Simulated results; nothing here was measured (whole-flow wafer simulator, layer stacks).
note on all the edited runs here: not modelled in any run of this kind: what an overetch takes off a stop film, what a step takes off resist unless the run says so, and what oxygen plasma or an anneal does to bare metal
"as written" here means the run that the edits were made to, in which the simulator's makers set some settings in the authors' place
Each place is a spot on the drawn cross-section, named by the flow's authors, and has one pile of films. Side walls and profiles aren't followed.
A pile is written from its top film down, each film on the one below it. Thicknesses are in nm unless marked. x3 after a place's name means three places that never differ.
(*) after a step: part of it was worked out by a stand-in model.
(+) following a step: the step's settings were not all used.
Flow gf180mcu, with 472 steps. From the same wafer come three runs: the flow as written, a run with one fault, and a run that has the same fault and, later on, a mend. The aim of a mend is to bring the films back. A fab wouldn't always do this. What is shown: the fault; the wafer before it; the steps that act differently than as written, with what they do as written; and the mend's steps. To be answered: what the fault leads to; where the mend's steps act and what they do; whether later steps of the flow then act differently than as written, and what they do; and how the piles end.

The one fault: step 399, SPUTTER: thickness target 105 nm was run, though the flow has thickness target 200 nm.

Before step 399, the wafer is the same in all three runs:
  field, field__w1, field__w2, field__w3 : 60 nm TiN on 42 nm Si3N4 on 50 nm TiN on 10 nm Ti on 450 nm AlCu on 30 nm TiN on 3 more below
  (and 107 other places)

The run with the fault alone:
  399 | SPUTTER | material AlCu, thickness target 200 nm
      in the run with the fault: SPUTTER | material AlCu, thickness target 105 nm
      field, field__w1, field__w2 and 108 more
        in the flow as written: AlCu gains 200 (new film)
        in the run with the fault: AlCu gains 105 (new film)
  Steps further on in the flow that do not act as written (3 other steps are not shown; they differ only slightly, by no more than 2% or 0.5 nm, whichever is larger):
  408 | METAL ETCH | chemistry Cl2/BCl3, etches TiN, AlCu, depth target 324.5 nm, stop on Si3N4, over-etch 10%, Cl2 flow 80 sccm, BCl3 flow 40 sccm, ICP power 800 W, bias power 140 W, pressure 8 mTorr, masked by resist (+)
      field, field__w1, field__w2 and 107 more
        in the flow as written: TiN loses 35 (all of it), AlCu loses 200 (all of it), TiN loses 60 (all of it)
        in the run with the fault: TiN loses 35 (all of it), AlCu loses 105 (all of it), TiN loses 60 (all of it)
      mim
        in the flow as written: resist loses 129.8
        in the run with the fault: resist loses 88
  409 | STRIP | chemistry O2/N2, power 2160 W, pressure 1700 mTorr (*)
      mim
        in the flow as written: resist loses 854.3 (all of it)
        in the run with the fault: resist loses 896.1 (all of it)
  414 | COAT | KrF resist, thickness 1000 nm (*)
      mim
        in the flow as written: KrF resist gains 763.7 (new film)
        in the run with the fault: KrF resist gains 837.3 (new film)
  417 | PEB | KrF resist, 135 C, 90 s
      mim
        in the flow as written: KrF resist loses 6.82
        in the run with the fault: KrF resist loses 7.99
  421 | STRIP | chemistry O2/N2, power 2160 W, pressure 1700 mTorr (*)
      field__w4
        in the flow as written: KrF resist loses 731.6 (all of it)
        in the run with the fault: KrF resist loses 716.3 (all of it)
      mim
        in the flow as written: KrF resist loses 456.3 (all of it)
        in the run with the fault: KrF resist loses 528.7 (all of it)
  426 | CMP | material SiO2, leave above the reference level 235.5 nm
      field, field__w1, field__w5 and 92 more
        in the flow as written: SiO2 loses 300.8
        in the run with the fault: SiO2 loses 395.8
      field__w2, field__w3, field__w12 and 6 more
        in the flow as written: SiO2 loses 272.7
        in the run with the fault: SiO2 loses 367.7
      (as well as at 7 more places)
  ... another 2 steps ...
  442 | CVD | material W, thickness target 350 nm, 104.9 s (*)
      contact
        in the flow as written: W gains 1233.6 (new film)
        in the run with the fault: W gains 1137.8 (new film)
  By the end, the piles at field__w4, field__w8, contact, m1, m1__w1, mim, mim_1p0, m1_nw depart from the flow's by more than 2% or 0.5 nm, whichever is larger.
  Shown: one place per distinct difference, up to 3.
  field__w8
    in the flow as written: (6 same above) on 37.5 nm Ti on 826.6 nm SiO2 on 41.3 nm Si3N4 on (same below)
    in the run with the fault: (6 same above) on 37.5 nm Ti on 731.6 nm SiO2 on 41.3 nm Si3N4 on (same below)
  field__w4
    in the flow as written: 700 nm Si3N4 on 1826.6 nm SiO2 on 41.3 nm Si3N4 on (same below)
    in the run with the fault: 700 nm Si3N4 on 1731.6 nm SiO2 on 41.3 nm Si3N4 on (same below)
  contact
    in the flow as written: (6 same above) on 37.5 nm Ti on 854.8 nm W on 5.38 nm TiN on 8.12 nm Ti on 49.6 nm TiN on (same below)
    in the run with the fault: (6 same above) on 37.5 nm Ti on 759 nm W on 5.68 nm TiN on 8.58 nm Ti on 49.6 nm TiN on (same below)

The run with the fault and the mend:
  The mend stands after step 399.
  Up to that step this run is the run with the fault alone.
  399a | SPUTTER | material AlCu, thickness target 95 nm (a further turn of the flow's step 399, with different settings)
      field, field__w1, field__w2 and 108 more
        AlCu gains 95
  Every later step of the flow that is run acts as written at every place that is followed.
  At every place that both follow, the piles at the end match the flow's.
